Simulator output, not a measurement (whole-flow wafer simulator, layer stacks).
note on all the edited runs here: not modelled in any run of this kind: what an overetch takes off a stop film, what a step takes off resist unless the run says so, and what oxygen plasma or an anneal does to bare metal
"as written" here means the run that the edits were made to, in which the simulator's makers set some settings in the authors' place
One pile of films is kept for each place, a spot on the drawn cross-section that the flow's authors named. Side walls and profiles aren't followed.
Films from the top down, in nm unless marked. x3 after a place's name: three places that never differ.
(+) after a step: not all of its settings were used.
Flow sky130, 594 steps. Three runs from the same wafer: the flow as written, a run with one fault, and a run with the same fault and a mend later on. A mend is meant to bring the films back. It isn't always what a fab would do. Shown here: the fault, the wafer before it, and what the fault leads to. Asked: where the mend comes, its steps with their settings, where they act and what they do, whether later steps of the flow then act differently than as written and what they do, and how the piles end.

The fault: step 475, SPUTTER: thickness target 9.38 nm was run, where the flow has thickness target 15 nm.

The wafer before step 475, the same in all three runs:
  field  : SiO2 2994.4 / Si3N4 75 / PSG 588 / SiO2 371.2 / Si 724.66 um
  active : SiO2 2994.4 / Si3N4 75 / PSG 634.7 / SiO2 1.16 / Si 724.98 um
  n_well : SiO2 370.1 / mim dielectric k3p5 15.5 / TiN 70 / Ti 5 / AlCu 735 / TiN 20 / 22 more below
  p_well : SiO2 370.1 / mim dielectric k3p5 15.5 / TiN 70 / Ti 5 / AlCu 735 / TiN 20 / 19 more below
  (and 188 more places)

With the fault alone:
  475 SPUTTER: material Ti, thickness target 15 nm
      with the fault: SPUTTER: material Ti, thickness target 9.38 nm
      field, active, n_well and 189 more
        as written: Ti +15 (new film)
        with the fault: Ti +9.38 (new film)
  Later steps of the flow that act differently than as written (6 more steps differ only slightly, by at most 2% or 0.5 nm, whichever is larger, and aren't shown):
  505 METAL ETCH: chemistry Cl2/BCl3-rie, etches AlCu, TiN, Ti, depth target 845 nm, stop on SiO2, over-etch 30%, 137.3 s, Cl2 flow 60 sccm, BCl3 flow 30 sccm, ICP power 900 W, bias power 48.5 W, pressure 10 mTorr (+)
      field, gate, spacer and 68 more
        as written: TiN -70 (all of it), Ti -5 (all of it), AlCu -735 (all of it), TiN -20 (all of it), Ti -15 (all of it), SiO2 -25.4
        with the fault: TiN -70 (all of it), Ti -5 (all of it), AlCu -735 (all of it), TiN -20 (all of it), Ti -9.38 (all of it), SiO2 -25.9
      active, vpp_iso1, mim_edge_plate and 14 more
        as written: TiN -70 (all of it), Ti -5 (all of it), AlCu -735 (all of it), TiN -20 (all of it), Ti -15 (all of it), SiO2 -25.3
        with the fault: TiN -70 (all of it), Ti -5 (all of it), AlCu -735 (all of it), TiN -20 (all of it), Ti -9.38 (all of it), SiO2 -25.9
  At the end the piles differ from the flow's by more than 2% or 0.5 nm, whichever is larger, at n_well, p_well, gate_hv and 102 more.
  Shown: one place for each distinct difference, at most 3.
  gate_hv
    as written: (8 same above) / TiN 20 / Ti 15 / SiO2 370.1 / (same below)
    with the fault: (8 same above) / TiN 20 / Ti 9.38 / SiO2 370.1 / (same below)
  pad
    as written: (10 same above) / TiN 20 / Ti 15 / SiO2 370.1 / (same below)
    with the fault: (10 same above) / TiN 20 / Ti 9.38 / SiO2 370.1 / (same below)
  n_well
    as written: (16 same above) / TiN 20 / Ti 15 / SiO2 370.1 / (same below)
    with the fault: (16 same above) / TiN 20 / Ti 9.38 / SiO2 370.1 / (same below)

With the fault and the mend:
  The mend comes after step 475.
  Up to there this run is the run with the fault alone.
  475a SPUTTER: material Ti, thickness target 5.62 nm (the flow's step 475 once more, with other settings)
      field, active, n_well and 189 more
        Ti +5.62
  No later step of the flow acts differently than as written at any place that is followed.
  At the end the piles are the same as the flow's at every place that both follow.
